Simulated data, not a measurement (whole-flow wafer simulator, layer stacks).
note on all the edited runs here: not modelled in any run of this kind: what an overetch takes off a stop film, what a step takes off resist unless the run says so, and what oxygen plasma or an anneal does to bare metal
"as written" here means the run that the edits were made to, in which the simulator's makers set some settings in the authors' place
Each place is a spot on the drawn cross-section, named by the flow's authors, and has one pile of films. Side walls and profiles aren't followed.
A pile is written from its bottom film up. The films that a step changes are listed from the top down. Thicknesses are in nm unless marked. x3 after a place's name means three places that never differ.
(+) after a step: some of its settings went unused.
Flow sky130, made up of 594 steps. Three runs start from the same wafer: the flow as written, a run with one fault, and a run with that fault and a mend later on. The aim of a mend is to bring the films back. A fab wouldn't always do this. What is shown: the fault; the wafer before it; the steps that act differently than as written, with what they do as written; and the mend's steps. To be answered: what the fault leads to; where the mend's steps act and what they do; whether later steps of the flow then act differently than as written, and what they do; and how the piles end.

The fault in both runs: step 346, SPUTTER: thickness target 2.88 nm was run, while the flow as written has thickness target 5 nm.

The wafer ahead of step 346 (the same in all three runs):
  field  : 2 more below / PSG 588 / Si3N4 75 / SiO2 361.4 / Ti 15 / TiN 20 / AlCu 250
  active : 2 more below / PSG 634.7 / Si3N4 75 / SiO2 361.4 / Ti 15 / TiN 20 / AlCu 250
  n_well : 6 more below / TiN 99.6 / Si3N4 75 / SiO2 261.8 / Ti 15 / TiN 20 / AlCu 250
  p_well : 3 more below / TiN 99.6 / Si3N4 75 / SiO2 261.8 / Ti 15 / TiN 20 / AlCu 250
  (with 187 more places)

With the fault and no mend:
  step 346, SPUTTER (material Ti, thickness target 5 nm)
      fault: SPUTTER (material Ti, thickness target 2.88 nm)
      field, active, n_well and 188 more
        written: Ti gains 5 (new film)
        fault: Ti gains 2.88 (new film)
  Steps further on in the flow that do not act as written (19 more steps, not shown, differ only slightly: by at most 2% or 0.5 nm, whichever is larger):
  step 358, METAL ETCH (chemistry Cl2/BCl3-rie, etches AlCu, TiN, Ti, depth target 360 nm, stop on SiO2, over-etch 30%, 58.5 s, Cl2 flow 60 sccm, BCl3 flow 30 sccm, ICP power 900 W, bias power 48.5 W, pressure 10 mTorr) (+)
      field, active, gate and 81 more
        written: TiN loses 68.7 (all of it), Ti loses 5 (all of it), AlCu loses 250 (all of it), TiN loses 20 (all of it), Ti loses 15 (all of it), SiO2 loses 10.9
        fault: TiN loses 68.7 (all of it), Ti loses 2.88 (all of it), AlCu loses 250 (all of it), TiN loses 20 (all of it), Ti loses 15 (all of it), SiO2 loses 11.1
  At n_well, p_well, gate_hv and 104 more, the piles at the end differ from the flow's by more than 2% or 0.5 nm, whichever is larger.
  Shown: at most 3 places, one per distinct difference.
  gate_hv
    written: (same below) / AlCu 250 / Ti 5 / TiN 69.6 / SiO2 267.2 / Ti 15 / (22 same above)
    fault: (same below) / AlCu 250 / Ti 2.88 / TiN 69.6 / SiO2 269.4 / Ti 15 / (22 same above)
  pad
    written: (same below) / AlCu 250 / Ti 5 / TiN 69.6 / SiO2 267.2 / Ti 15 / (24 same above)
    fault: (same below) / AlCu 250 / Ti 2.88 / TiN 69.6 / SiO2 269.4 / Ti 15 / (24 same above)
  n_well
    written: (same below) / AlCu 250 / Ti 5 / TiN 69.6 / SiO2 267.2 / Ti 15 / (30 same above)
    fault: (same below) / AlCu 250 / Ti 2.88 / TiN 69.6 / SiO2 269.4 / Ti 15 / (30 same above)

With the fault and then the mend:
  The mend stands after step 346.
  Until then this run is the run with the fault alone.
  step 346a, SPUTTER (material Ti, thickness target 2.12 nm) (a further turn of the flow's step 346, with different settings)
      field, active, n_well and 188 more
        Ti gains 2.12
  Every later step of the flow that is run acts as written at every place that is followed.
  The piles end the same as the flow's at every place that both follow.
